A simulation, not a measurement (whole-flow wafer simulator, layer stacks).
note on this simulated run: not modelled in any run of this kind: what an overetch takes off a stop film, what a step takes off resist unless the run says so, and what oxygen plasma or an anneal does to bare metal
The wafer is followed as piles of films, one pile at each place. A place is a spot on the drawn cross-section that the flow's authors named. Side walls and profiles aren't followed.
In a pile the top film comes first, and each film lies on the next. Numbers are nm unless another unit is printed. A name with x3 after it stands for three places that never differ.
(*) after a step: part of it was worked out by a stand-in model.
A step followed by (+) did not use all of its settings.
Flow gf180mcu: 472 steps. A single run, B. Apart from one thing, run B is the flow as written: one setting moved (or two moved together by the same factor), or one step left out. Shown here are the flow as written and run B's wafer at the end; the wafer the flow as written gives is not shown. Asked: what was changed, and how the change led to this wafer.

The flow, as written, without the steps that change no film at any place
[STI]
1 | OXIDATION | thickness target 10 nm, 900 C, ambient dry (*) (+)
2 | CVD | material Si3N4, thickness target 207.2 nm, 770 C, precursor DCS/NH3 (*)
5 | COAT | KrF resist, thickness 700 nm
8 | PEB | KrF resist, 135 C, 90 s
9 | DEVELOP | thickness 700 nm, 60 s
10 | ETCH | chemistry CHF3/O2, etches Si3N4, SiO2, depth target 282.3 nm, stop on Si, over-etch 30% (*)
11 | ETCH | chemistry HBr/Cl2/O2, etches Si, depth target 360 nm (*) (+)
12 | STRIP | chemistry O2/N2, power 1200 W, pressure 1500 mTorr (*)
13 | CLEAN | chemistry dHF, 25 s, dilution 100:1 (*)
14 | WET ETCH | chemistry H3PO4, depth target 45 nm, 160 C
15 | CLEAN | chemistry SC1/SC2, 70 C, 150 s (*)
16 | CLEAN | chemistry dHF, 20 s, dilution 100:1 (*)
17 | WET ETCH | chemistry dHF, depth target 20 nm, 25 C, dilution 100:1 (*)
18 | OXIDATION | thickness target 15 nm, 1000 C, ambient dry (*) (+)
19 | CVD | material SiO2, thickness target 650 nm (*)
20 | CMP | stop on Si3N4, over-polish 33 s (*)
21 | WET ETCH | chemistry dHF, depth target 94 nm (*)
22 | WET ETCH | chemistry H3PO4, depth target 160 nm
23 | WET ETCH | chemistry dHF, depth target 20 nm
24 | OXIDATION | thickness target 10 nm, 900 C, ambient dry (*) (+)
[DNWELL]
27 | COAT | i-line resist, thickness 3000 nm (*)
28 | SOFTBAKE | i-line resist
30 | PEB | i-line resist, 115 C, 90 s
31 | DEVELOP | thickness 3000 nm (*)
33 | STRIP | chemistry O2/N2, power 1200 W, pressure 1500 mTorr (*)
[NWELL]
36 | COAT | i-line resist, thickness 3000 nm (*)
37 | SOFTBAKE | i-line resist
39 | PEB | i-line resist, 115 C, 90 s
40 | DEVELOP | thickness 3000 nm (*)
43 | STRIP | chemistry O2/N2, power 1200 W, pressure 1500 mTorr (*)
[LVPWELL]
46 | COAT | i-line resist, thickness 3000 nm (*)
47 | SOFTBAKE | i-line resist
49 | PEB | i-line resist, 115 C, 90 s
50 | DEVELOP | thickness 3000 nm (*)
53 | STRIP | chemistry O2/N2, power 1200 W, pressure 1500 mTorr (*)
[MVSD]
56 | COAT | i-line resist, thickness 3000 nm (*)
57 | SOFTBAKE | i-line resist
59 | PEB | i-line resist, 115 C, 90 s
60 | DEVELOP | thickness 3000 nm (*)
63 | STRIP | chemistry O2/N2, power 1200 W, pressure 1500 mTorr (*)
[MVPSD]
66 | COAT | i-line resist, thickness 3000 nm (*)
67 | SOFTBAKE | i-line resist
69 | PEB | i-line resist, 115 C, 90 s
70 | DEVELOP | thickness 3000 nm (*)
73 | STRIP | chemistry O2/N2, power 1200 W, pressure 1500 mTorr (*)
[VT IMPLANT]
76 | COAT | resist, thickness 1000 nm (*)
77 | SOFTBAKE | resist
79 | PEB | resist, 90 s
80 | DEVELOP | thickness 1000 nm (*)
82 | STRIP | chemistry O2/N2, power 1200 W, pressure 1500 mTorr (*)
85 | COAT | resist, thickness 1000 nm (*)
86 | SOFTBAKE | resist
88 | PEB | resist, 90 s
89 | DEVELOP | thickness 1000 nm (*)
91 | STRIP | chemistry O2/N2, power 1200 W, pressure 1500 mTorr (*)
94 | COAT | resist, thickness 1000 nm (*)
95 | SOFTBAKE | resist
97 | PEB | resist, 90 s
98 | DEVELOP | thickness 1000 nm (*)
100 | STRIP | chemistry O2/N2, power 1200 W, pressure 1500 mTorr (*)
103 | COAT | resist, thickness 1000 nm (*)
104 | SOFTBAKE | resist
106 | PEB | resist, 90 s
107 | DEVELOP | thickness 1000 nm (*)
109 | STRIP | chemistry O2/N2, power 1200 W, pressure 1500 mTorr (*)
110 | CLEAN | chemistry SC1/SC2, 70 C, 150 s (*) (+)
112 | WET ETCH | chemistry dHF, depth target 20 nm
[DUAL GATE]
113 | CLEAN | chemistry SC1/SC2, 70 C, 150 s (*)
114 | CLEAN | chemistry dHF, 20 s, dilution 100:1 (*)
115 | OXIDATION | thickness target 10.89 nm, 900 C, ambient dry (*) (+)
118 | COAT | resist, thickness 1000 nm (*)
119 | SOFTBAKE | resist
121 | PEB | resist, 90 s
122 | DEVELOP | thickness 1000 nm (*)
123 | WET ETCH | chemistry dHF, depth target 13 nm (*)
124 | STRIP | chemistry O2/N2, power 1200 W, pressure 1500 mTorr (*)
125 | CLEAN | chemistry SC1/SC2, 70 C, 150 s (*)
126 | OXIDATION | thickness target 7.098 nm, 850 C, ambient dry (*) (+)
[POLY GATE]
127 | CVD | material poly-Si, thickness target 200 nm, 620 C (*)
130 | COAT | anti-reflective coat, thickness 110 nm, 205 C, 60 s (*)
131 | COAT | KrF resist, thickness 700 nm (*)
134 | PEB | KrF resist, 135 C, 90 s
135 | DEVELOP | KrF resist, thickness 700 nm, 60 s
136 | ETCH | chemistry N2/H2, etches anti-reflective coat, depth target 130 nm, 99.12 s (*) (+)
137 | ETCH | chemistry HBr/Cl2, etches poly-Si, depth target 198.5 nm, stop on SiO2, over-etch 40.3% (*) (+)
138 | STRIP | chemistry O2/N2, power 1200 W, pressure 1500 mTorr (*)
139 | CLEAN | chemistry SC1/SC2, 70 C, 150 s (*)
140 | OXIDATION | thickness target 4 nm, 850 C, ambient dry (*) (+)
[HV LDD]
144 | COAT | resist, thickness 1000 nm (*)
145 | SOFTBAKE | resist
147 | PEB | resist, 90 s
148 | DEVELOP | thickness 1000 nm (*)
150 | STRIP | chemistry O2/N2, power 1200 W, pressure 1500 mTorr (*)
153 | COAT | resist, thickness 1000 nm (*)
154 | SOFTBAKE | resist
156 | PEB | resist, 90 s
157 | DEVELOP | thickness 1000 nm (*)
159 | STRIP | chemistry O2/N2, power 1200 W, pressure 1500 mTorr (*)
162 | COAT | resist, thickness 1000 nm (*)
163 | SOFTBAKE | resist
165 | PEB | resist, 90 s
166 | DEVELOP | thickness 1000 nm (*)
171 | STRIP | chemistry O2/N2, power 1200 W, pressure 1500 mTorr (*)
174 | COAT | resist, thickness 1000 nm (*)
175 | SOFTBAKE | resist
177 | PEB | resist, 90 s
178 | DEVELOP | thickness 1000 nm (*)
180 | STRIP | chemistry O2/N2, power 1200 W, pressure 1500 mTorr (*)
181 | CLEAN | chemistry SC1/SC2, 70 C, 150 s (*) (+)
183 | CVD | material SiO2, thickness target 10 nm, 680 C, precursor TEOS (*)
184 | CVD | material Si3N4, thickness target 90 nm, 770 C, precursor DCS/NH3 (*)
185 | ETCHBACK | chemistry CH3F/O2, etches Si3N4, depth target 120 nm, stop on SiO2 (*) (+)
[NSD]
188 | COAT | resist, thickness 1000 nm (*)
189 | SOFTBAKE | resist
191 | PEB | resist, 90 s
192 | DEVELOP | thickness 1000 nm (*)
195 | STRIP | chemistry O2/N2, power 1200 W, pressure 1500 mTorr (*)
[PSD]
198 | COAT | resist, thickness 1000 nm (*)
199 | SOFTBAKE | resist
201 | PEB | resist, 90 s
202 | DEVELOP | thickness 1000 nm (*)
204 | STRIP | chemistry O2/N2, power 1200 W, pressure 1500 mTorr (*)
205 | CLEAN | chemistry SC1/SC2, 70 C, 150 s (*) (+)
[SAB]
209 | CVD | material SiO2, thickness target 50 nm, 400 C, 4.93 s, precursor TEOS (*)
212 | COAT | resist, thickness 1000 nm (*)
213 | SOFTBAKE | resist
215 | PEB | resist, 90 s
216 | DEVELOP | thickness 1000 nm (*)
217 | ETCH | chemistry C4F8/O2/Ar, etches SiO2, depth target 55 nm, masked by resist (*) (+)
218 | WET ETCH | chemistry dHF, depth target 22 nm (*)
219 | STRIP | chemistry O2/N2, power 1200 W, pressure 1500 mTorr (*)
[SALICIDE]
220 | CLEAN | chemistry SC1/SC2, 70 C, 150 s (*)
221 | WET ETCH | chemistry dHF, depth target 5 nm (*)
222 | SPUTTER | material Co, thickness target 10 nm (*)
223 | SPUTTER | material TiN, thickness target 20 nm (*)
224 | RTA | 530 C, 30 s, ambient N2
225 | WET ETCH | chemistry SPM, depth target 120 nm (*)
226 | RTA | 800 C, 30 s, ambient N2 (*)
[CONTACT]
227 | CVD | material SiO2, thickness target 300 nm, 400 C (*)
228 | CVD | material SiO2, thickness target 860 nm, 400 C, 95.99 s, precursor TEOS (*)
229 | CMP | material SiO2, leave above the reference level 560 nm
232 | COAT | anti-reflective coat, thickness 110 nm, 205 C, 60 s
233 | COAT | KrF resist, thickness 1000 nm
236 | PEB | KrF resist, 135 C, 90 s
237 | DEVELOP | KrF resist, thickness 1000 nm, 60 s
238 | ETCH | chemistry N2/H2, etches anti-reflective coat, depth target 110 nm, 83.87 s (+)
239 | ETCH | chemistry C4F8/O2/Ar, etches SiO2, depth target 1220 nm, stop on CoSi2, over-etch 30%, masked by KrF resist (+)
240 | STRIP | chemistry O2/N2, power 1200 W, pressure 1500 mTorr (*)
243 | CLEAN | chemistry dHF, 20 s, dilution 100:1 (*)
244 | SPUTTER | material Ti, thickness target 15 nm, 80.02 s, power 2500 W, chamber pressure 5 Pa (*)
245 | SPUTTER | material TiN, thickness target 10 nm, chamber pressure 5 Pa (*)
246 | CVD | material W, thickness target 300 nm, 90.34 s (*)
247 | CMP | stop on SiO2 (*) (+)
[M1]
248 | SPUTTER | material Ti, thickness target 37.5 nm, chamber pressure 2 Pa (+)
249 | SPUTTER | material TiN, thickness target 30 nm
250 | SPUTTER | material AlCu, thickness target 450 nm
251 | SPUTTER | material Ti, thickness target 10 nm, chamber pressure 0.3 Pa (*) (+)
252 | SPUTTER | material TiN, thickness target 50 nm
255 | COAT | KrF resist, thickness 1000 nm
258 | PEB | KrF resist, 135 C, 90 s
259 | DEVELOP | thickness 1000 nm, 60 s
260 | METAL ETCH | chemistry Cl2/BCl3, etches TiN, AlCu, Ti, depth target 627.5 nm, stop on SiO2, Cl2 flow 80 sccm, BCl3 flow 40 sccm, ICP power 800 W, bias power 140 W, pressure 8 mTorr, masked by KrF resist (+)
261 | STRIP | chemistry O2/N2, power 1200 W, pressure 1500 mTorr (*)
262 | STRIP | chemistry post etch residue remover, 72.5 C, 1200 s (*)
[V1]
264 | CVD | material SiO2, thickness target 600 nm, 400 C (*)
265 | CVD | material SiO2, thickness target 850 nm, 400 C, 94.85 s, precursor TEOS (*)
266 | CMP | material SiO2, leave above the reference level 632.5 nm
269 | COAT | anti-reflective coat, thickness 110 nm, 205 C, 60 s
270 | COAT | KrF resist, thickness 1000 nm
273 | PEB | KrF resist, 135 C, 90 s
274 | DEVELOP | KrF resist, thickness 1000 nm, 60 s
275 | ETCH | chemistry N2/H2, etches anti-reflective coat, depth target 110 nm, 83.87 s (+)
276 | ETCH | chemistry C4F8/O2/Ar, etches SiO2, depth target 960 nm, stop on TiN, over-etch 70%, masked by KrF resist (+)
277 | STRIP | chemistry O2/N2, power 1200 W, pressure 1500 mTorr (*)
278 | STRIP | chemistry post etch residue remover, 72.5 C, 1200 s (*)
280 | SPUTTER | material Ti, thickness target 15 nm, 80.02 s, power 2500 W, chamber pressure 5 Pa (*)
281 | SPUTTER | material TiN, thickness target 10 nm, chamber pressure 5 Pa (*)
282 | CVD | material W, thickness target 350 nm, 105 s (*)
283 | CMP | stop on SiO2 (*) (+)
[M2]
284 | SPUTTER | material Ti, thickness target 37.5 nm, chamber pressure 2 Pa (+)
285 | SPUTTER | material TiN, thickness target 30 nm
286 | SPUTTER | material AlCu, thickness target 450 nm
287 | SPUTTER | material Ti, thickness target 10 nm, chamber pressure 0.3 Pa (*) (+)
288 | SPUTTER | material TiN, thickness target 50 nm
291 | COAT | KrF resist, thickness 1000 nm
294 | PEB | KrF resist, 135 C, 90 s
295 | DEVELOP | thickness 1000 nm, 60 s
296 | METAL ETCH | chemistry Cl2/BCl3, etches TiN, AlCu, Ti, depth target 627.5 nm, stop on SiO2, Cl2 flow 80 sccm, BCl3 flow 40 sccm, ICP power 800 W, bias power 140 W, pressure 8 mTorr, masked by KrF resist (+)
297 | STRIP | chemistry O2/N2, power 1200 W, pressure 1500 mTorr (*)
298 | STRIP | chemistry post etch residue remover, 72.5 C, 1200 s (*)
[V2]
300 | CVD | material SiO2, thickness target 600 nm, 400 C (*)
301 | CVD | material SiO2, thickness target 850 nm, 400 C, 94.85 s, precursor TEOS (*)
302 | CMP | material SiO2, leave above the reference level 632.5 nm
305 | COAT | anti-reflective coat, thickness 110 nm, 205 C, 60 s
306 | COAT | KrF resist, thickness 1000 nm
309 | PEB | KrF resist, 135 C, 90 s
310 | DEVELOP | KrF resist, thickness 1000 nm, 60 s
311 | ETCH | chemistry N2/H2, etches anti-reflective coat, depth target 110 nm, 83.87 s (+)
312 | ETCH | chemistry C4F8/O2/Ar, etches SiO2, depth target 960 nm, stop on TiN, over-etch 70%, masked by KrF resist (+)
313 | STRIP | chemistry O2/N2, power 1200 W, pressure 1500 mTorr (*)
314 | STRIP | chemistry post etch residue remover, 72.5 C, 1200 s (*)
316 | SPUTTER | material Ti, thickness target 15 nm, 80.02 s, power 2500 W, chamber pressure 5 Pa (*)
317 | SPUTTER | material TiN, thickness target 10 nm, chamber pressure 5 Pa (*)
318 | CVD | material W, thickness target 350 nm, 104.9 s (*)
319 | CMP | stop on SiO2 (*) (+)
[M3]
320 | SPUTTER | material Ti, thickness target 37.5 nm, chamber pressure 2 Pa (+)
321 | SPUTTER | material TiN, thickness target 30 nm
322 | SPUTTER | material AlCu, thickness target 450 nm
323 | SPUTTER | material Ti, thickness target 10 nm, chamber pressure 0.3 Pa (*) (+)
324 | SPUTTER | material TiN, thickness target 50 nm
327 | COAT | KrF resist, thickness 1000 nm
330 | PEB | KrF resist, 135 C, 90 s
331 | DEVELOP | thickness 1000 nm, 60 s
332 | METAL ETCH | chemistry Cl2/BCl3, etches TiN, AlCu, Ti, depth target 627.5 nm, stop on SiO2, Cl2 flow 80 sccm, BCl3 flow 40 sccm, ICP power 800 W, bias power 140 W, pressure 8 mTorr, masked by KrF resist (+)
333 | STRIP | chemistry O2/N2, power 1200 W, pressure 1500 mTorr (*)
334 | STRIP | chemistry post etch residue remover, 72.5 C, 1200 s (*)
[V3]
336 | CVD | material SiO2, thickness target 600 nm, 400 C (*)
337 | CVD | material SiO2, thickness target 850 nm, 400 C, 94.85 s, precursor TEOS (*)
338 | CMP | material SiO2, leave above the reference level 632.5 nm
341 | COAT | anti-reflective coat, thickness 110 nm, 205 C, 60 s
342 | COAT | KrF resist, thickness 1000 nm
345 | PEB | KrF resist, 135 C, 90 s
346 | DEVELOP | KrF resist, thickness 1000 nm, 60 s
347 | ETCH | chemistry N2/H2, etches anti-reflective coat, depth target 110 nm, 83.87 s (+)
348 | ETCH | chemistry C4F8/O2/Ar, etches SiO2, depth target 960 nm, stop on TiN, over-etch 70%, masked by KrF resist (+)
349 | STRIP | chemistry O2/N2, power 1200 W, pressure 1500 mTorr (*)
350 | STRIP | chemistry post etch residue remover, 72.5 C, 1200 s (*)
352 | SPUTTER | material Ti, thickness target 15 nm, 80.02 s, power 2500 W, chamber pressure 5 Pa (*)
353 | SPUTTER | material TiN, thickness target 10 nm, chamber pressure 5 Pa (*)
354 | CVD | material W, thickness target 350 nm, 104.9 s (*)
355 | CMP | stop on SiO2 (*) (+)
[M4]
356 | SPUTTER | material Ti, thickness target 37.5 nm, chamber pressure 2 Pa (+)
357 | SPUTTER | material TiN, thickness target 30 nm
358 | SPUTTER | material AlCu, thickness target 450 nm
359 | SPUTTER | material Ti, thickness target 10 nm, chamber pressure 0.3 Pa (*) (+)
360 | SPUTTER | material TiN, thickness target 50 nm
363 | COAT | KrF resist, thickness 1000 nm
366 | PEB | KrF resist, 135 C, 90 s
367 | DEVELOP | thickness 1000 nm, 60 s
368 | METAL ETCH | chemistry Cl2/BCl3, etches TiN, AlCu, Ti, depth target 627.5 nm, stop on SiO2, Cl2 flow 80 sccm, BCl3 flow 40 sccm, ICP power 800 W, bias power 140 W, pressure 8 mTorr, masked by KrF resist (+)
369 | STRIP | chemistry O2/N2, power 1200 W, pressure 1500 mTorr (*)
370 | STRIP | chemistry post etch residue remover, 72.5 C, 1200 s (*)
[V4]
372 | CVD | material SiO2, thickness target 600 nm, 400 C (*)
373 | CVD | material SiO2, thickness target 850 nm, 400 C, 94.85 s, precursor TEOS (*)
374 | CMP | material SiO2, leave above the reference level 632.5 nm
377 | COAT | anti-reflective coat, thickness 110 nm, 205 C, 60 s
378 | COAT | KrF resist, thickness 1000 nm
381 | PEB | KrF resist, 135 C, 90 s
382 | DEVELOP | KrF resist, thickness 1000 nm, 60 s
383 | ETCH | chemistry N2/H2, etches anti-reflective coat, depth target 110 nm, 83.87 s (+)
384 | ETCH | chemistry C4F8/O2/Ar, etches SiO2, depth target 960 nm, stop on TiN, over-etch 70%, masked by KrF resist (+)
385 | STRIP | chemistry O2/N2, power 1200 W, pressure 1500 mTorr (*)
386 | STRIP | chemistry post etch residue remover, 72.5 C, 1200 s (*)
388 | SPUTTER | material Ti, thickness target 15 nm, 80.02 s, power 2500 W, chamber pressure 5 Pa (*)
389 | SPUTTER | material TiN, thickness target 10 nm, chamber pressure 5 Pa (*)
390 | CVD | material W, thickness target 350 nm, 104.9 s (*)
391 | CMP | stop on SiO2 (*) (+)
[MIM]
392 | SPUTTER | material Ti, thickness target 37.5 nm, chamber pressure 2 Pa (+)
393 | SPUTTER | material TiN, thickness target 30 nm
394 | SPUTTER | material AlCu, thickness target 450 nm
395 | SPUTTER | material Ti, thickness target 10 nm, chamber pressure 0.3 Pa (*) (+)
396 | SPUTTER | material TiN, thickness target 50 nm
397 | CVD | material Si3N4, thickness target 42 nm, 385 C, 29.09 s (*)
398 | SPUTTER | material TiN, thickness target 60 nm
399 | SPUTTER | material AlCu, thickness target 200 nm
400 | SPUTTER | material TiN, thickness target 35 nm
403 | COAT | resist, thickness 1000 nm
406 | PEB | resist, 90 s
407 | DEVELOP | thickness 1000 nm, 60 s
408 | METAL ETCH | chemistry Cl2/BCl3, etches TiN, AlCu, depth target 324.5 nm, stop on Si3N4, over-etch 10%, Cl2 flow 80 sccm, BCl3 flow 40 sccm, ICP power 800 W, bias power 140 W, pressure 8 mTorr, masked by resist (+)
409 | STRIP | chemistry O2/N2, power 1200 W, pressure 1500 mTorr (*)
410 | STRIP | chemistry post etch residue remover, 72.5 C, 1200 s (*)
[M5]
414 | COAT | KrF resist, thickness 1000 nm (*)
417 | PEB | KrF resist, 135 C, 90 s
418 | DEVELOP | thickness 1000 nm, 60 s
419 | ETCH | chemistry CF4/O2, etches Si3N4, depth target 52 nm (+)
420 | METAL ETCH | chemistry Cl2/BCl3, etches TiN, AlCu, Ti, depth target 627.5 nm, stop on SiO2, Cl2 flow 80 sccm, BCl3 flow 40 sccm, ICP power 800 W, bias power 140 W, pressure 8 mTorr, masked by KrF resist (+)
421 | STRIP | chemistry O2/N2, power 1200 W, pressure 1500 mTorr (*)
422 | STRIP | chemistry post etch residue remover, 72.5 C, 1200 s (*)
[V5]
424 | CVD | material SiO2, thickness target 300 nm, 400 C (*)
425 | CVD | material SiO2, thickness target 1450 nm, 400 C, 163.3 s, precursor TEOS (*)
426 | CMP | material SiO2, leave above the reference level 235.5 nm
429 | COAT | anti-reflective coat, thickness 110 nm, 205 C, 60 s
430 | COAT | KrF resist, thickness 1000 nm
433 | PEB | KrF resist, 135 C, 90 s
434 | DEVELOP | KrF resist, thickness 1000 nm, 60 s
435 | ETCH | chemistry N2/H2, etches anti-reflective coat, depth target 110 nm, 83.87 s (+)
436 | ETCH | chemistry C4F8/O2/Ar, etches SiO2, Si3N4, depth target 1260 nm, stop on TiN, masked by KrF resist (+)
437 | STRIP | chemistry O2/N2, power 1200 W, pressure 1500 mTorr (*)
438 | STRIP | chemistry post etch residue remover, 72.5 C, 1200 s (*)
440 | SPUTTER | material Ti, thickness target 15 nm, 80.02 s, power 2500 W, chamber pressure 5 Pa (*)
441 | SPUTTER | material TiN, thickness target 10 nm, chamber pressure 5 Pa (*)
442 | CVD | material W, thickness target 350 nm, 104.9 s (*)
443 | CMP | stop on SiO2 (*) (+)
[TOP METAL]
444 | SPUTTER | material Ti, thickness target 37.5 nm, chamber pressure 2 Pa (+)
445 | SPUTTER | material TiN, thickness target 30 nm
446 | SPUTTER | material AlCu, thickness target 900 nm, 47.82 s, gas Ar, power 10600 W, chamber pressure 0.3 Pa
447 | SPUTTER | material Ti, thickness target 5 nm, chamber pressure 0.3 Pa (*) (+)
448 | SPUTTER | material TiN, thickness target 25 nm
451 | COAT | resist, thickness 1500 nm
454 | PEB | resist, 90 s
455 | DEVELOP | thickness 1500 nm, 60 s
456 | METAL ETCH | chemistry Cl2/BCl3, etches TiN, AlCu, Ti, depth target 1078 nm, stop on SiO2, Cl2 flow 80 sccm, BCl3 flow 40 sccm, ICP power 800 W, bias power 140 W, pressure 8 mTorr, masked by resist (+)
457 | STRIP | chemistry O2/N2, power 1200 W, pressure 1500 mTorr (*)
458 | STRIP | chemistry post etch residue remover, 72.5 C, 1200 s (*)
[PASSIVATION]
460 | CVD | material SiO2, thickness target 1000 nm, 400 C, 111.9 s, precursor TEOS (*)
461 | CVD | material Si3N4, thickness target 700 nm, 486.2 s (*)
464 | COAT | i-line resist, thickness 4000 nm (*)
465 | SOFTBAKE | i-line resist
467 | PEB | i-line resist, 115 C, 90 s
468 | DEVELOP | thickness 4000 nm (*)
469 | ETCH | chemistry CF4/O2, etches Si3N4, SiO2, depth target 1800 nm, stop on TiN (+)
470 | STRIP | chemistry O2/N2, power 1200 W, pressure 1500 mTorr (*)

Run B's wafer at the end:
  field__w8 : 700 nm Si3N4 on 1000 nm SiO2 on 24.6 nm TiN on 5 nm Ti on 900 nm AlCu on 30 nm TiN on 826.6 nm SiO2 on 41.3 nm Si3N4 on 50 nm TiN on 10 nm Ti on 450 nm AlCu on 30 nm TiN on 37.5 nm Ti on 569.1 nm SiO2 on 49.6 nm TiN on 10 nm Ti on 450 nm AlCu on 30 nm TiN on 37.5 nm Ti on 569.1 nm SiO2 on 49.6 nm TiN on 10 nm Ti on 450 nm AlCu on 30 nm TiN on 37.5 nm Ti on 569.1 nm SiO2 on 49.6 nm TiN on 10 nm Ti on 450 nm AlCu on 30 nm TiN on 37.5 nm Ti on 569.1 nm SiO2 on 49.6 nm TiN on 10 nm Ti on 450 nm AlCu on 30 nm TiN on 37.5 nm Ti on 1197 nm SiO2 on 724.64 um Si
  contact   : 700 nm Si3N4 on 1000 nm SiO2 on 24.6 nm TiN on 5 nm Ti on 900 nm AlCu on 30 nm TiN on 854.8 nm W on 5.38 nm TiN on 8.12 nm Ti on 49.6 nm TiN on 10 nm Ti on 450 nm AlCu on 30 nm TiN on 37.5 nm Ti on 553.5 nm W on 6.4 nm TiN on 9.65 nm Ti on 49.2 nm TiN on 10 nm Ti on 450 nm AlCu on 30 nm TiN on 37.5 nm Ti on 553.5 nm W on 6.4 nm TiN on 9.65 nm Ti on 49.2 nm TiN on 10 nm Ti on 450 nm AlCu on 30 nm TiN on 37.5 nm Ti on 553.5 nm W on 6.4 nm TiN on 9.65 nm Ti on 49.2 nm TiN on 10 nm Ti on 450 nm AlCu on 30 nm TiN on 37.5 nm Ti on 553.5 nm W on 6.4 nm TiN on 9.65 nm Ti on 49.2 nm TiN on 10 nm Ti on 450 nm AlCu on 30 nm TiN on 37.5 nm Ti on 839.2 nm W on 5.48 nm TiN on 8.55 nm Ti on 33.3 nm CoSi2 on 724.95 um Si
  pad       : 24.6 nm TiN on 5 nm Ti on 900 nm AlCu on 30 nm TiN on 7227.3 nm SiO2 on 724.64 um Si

What caused this: step 444, SPUTTER: material Ti, thickness target 37.5 nm, chamber pressure 2 Pa (+), was omitted.

The path from the change to this, step by step:
  456 | METAL ETCH | chemistry Cl2/BCl3, etches TiN, AlCu, Ti, depth target 1078 nm, stop on SiO2, Cl2 flow 80 sccm, BCl3 flow 40 sccm, ICP power 800 W, bias power 140 W, pressure 8 mTorr, masked by resist (+)
      field, field__w1, field__w2 and 103 more: TiN loses 25 (all of it), Ti loses 5 (all of it), AlCu loses 900 (all of it), TiN loses 30 (all of it) (as written it would have been: TiN loses 25 (all of it), Ti loses 5 (all of it), AlCu loses 900 (all of it), TiN loses 30 (all of it), Ti loses 37.5 (all of it))
  465 | SOFTBAKE | i-line resist
      field__w5, field__w9: i-line resist gains 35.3 (as written it would have been: i-line resist gains 37.3)
      field__w13, nw_enc_fld_lv__w4: i-line resist gains 35.9 (as written it would have been: i-line resist gains 37.9)
      (as well as at 64 more places)
